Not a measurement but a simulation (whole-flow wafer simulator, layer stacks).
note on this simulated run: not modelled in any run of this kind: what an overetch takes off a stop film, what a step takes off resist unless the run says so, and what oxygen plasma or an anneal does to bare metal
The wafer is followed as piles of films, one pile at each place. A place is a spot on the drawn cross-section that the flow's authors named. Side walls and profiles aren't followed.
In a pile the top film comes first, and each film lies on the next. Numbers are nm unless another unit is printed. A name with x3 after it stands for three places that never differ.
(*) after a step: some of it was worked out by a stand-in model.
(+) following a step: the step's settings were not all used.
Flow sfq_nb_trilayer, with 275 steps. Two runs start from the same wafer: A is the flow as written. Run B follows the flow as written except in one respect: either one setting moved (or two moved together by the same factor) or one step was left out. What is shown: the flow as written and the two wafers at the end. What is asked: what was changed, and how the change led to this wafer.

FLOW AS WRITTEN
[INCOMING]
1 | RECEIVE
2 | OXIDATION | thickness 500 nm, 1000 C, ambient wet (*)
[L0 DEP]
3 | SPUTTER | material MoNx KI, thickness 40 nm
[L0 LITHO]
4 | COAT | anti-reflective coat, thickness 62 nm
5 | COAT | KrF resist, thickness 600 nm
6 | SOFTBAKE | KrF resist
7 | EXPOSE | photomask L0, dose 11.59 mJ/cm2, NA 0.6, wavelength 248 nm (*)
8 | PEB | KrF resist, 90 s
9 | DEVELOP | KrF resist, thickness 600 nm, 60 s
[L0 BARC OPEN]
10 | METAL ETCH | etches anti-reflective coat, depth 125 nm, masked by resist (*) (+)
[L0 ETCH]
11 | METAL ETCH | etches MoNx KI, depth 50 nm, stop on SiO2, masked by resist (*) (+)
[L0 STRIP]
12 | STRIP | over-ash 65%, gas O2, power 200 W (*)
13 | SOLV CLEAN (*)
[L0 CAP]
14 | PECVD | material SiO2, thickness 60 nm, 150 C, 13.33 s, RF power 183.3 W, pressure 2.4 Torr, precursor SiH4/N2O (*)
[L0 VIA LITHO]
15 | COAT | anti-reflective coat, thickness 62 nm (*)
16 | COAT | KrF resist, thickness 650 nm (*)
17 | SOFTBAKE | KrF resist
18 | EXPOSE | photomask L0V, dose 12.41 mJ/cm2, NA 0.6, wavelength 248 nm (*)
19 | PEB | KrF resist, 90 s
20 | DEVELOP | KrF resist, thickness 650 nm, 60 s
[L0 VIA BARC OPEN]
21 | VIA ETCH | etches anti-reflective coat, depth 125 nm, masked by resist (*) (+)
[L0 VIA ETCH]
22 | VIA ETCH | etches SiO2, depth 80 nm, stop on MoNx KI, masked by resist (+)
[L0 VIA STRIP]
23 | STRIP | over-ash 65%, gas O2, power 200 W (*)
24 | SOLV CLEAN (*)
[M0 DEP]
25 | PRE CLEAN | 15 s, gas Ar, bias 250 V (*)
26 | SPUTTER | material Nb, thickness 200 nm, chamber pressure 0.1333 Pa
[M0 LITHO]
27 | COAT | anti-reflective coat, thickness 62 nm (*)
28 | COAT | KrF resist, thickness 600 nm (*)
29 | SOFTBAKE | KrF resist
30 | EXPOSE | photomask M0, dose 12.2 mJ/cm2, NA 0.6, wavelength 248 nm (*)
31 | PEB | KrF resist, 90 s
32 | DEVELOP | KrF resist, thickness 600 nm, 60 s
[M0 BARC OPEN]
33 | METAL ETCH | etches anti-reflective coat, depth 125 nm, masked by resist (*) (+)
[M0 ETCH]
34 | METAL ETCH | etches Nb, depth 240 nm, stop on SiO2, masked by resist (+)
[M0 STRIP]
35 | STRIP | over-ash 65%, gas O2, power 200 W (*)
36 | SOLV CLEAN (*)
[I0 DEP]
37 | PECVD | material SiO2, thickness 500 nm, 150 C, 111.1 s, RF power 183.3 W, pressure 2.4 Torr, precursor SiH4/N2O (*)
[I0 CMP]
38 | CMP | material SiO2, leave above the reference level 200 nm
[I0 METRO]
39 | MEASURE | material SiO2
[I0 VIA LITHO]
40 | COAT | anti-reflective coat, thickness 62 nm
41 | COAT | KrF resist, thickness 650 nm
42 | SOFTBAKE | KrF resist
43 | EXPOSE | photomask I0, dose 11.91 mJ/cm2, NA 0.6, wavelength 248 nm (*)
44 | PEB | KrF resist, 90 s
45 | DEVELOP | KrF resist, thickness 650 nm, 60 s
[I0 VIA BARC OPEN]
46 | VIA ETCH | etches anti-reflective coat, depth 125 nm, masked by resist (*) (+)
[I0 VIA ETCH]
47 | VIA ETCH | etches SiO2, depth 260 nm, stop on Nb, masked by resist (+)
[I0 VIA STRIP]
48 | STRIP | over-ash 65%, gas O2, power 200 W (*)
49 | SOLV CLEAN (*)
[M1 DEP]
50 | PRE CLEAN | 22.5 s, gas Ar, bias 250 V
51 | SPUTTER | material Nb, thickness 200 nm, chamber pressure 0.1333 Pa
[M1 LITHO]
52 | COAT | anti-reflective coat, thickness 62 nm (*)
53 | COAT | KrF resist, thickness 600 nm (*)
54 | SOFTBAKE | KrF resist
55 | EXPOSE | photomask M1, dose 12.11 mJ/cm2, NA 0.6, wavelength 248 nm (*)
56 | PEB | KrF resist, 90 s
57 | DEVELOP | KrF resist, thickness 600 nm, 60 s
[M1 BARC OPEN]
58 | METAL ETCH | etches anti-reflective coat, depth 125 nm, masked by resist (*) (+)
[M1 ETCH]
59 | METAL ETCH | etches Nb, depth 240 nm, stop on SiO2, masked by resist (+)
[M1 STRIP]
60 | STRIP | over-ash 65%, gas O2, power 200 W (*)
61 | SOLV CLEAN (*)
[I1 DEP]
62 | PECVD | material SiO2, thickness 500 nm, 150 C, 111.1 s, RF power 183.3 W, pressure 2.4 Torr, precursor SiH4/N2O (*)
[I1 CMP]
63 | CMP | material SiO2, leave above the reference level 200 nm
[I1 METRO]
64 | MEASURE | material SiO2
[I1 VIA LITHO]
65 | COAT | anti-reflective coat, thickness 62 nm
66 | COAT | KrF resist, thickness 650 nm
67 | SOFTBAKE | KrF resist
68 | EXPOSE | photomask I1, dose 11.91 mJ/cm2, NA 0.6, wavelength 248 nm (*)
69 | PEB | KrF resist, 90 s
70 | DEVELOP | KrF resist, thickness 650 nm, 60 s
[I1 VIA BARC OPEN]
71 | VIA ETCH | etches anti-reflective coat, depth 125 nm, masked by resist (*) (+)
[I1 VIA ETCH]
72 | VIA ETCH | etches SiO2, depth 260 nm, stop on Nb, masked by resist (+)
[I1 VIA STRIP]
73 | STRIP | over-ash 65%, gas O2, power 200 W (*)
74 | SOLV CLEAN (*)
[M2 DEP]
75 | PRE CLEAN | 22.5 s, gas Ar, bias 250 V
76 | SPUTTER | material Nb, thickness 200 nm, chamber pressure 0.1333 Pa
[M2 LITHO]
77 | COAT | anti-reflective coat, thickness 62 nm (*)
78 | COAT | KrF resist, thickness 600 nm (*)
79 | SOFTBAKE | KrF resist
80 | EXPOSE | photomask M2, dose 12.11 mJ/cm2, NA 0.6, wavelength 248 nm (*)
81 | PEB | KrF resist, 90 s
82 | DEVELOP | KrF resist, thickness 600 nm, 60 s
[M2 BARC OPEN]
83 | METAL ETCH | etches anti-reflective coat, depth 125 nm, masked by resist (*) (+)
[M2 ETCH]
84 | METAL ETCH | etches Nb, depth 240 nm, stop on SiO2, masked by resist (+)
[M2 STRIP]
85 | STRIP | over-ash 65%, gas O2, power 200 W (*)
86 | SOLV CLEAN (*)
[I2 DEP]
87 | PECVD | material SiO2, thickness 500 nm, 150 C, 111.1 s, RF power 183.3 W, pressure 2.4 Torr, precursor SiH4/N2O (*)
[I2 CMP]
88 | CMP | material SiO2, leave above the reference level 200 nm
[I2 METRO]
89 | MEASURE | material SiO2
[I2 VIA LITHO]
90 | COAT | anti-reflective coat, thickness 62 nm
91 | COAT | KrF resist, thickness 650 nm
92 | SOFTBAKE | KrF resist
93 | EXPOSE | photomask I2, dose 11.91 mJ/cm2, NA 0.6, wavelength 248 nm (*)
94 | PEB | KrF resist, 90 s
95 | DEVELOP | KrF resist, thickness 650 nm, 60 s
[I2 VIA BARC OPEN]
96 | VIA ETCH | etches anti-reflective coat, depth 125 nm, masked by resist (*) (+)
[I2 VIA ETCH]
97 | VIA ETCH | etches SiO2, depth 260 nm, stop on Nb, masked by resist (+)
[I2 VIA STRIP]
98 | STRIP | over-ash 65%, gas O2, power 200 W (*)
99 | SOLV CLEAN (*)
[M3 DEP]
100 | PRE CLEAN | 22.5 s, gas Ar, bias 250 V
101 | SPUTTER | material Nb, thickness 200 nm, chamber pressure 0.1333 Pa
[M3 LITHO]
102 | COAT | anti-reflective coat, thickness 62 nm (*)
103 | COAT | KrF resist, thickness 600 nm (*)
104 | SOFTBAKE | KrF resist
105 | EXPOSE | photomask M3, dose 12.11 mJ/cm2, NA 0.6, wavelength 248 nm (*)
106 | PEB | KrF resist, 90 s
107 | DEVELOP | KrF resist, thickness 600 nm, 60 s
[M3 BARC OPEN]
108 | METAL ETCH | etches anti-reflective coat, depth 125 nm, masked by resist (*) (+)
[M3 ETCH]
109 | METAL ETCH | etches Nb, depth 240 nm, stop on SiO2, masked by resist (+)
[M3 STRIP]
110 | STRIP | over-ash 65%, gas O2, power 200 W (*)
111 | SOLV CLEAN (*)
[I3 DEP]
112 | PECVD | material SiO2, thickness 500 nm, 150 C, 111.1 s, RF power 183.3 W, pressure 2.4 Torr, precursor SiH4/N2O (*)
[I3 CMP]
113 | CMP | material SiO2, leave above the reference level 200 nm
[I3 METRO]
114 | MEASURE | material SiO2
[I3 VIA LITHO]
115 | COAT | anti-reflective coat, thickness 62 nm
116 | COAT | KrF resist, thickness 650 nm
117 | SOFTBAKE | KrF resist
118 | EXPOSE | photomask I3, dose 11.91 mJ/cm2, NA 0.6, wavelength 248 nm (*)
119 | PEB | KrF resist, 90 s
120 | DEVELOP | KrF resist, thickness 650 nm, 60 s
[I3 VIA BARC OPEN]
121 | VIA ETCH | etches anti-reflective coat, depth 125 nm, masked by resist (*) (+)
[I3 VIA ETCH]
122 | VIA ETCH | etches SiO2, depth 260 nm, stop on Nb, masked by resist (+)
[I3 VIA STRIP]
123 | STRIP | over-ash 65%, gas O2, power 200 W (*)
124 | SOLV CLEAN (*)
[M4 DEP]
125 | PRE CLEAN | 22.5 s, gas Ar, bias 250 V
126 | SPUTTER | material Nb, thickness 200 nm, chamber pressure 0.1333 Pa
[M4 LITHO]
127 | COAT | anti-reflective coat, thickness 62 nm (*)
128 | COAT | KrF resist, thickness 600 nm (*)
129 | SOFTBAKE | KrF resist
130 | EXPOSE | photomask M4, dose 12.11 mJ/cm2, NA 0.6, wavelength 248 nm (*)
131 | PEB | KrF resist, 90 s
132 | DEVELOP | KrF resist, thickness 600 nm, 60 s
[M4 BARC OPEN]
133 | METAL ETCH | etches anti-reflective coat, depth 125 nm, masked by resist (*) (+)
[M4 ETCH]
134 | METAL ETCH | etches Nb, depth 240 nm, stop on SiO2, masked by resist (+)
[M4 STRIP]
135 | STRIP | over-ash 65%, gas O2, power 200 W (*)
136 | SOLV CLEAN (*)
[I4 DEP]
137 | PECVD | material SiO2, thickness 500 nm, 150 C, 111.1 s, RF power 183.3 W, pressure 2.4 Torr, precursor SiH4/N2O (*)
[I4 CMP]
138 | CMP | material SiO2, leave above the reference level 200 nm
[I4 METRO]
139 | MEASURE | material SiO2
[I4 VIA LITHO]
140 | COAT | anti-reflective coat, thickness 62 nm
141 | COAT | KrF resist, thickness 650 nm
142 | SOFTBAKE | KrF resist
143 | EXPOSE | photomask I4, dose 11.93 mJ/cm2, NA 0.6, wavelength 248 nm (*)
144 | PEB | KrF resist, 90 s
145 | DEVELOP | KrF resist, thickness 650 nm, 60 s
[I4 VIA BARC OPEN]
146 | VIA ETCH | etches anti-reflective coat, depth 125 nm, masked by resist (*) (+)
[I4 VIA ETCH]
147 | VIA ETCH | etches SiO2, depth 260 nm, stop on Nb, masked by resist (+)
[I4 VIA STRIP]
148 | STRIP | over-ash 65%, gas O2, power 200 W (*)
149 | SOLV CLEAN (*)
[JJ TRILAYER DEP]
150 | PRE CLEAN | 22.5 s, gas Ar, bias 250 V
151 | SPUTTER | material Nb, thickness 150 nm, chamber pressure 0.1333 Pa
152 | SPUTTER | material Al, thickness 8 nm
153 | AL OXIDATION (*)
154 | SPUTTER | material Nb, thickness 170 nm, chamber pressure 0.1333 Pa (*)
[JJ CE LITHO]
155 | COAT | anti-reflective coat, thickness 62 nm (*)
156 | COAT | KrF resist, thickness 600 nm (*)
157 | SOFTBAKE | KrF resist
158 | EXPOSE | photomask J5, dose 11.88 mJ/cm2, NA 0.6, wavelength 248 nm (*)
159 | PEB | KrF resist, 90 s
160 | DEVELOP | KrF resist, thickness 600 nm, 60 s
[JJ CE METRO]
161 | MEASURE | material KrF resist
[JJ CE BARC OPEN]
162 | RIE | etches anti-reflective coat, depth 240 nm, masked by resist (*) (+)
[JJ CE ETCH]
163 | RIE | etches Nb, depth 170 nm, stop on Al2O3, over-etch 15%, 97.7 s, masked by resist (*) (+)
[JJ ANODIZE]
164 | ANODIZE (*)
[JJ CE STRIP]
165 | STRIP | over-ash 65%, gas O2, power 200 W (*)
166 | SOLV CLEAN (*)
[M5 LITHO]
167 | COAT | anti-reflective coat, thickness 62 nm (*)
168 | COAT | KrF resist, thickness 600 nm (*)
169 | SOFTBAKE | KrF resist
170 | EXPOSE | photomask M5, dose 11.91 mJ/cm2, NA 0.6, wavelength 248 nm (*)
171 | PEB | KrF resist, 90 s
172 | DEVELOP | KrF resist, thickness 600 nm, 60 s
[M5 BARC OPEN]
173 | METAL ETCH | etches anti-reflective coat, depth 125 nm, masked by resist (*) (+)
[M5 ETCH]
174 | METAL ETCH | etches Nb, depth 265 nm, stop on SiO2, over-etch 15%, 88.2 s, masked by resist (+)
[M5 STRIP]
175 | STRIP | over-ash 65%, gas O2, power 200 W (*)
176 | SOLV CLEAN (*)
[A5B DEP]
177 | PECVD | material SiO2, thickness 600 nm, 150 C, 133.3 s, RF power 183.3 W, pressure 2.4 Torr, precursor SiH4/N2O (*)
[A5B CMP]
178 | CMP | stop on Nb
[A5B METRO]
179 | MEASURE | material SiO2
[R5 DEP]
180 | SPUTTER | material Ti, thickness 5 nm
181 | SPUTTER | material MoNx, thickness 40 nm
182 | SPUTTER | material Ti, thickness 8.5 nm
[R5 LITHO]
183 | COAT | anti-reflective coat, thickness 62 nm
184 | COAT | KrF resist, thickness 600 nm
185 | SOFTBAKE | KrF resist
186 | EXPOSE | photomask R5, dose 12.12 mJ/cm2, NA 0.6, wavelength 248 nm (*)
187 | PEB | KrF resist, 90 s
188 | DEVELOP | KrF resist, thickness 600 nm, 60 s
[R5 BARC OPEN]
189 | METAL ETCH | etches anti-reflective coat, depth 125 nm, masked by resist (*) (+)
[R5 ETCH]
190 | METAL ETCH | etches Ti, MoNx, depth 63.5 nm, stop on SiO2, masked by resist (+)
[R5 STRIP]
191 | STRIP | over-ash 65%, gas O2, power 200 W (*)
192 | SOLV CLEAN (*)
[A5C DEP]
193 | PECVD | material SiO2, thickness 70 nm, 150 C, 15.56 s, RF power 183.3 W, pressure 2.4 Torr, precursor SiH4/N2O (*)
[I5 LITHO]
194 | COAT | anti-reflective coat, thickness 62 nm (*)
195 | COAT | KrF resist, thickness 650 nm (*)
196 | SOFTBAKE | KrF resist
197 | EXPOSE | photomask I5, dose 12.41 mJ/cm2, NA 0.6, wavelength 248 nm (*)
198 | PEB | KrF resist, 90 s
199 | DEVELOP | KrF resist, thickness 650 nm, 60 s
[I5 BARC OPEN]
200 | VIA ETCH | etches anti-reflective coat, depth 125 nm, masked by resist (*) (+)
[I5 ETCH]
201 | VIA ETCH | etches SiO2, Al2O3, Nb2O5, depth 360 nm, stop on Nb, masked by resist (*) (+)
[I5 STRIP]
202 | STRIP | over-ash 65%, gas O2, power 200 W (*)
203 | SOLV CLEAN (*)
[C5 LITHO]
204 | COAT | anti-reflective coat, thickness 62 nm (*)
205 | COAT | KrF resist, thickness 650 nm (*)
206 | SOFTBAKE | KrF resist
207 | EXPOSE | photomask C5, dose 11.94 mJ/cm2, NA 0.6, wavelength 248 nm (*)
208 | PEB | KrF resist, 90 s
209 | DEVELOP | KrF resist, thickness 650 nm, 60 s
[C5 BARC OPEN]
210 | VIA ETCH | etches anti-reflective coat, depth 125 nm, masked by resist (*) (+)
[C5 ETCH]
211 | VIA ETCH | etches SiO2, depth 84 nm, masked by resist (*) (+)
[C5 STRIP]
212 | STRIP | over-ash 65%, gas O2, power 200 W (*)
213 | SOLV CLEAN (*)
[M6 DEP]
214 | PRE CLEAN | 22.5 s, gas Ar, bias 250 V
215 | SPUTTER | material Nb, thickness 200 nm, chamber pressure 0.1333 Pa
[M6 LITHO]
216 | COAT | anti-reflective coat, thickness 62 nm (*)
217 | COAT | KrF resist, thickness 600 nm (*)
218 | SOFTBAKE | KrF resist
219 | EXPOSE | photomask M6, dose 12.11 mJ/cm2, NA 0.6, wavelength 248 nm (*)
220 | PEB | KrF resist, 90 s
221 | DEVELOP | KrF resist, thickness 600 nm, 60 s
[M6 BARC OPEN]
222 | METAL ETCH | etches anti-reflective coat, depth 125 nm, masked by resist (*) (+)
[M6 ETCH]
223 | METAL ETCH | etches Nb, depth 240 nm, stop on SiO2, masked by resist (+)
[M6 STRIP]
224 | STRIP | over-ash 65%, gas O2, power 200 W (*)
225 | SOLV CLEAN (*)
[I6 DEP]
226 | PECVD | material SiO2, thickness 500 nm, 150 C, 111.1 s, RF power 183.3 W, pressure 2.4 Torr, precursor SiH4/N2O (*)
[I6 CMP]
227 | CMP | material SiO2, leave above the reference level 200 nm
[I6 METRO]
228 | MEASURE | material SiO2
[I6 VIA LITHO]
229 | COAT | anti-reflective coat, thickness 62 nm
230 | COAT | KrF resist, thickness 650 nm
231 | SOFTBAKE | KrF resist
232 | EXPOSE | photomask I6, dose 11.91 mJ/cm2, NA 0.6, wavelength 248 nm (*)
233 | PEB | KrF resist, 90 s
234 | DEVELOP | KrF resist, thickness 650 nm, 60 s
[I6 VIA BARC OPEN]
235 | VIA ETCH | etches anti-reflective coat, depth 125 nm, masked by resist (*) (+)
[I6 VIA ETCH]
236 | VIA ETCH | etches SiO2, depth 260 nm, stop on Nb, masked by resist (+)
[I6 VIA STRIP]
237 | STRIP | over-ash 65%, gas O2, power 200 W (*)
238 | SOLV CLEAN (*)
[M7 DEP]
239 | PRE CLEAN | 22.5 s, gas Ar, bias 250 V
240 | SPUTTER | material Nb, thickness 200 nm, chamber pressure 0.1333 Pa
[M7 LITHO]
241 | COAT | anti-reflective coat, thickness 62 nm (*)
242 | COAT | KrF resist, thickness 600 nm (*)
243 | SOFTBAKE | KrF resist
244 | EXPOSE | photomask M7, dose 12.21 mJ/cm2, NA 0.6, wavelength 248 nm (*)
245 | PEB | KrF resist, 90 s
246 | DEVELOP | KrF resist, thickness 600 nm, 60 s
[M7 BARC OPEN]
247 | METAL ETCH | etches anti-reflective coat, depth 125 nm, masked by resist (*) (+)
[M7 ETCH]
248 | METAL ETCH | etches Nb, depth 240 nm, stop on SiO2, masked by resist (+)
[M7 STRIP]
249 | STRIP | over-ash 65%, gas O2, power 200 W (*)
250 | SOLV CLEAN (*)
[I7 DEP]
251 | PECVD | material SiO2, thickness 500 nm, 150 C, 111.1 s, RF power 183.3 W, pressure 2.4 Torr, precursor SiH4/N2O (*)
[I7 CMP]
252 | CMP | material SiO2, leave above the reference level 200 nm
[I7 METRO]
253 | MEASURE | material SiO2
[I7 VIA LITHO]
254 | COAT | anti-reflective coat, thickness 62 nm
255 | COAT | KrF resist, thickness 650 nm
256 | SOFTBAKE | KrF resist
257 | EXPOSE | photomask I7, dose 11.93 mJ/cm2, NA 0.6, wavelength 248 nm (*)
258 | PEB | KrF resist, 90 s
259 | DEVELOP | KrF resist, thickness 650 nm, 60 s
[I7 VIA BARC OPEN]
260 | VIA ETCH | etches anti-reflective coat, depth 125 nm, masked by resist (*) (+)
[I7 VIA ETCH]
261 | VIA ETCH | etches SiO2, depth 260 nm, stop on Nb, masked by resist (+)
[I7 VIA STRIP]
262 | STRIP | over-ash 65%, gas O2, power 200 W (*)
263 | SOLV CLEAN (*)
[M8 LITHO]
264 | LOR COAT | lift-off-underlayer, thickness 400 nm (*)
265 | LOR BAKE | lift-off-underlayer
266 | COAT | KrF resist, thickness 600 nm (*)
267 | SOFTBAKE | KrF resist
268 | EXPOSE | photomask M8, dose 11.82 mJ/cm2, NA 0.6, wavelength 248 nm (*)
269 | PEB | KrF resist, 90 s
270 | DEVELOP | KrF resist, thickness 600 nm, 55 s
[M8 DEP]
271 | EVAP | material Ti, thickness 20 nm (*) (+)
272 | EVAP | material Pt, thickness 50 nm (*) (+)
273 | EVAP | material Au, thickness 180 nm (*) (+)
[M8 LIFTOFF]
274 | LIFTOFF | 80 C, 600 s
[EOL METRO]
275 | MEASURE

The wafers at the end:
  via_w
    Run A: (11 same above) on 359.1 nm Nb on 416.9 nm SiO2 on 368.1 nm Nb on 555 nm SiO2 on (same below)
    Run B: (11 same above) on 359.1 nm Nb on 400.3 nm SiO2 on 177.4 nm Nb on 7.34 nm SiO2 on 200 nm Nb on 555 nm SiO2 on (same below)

The reason: step 47, VIA ETCH: depth 185 nm was run, while the flow as written has depth 260 nm.

How this came from the change, step by step:
  47 | VIA ETCH | etches SiO2, depth 260 nm, stop on Nb, masked by resist (+)
      via_w: A -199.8 SiO2 (all of it) | B -185 SiO2
      field_l, v_sur, via_wl and 102 more: A -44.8 KrF resist | B -31.9 KrF resist
  48 | STRIP | over-ash 65%, gas O2, power 200 W (*)
      field_l, v_sur, via_wl and 102 more: A -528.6 KrF resist (all of it), -62 anti-reflective coat (all of it) | B -541.5 KrF resist (all of it), -62 anti-reflective coat (all of it)
  50 | PRE CLEAN | 22.5 s, gas Ar, bias 250 V
      via_w: A -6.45 Nb | B -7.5 SiO2
  51 | SPUTTER | material Nb, thickness 200 nm, chamber pressure 0.1333 Pa
      via_w: A +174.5 Nb | B +177.4 Nb (new film)
  52 | COAT | anti-reflective coat, thickness 62 nm (*)
      via_wl: A +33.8 anti-reflective coat (new film) | B +35.3 anti-reflective coat (new film)
      via_w: A +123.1 anti-reflective coat (new film) | B +120 anti-reflective coat (new film)
  60 | STRIP | over-ash 65%, gas O2, power 200 W (*)
      via_wl: A -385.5 KrF resist (all of it), -33.8 anti-reflective coat (all of it) | B -385.9 KrF resist (all of it), -35.3 anti-reflective coat (all of it)
      via_w: A -513.8 KrF resist (all of it), -123.1 anti-reflective coat (all of it) | B -502.7 KrF resist (all of it), -120 anti-reflective coat (all of it)
  62 | PECVD | material SiO2, thickness 500 nm, 150 C, 111.1 s, RF power 183.3 W, pressure 2.4 Torr, precursor SiH4/N2O (*)
      via_w: A +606 SiO2 (new film) | B +589.4 SiO2 (new film)
Taking metal films that touch as one body, via_w has 6 bodies (between them, from the top down: SiO2 192.5; SiO2 427.3 / Al2O3 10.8 / Nb2O5 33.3; SiO2 425.9; SiO2 400.3; SiO2 7.34); the flow as written gives 5 bodies (between them, from the top down: SiO2 192.5; SiO2 427.3 / Al2O3 10.8 / Nb2O5 33.3; SiO2 425.9; SiO2 416.9).
